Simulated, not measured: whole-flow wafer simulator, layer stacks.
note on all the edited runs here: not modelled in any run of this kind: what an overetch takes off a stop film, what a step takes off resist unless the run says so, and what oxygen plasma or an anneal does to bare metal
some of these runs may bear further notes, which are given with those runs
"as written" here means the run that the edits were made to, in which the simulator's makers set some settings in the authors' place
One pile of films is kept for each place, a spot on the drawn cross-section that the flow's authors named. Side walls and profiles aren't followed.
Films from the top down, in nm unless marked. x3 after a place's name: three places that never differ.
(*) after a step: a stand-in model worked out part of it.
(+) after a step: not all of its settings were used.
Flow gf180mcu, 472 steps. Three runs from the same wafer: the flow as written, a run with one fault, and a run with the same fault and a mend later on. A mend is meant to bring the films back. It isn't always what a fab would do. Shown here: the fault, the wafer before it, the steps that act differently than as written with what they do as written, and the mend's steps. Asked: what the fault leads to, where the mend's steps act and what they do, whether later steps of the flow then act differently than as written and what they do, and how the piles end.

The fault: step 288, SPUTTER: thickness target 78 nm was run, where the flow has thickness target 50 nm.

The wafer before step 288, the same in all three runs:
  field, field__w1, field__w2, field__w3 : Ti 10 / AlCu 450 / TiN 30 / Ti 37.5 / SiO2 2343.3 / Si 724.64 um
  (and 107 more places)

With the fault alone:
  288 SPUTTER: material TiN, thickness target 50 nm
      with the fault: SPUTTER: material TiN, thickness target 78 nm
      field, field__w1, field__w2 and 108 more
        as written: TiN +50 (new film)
        with the fault: TiN +78 (new film)
  Later steps of the flow that act differently than as written (3 more steps differ only slightly, by at most 2% or 0.5 nm, whichever is larger, and aren't shown):
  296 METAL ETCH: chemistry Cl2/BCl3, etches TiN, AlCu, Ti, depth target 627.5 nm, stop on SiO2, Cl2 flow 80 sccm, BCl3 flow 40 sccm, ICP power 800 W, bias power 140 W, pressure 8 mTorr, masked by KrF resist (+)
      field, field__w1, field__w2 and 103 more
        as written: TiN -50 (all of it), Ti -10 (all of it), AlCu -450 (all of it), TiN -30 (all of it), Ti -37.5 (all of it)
        with the fault: TiN -78 (all of it), Ti -10 (all of it), AlCu -450 (all of it), TiN -30 (all of it), Ti -37.5 (all of it)
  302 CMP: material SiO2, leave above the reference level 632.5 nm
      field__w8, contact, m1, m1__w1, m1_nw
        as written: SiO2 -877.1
        with the fault: SiO2 -905.1
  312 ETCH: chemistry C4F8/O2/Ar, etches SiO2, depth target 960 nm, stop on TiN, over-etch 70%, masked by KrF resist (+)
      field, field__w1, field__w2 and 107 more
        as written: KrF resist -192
        with the fault: KrF resist -185.1
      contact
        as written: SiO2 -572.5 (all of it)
        with the fault: SiO2 -544.5 (all of it)
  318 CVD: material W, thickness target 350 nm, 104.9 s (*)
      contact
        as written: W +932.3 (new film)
        with the fault: W +904 (new film)
  At the end the piles differ from the flow's by more than 2% or 0.5 nm, whichever is larger, at field__w8, contact, m1, m1__w1, m1_nw.
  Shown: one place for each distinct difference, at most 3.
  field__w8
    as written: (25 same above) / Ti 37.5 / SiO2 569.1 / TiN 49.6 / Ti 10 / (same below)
    with the fault: (25 same above) / Ti 37.5 / SiO2 541.1 / TiN 77.6 / Ti 10 / (same below)
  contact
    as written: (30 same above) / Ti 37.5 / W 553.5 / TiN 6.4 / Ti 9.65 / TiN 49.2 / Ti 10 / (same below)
    with the fault: (30 same above) / Ti 37.5 / W 525.2 / TiN 6.51 / Ti 9.81 / TiN 77.2 / Ti 10 / (same below)

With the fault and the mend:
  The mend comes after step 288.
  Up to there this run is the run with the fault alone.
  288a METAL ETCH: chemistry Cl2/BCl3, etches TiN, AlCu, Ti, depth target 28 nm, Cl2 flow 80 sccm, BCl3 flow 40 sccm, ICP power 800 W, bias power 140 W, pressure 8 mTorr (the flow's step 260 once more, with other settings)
      field, field__w1, field__w2 and 108 more
        TiN -28
  No later step of the flow acts differently than as written at any place that is followed.
  At the end the piles are the same as the flow's at every place that both follow.
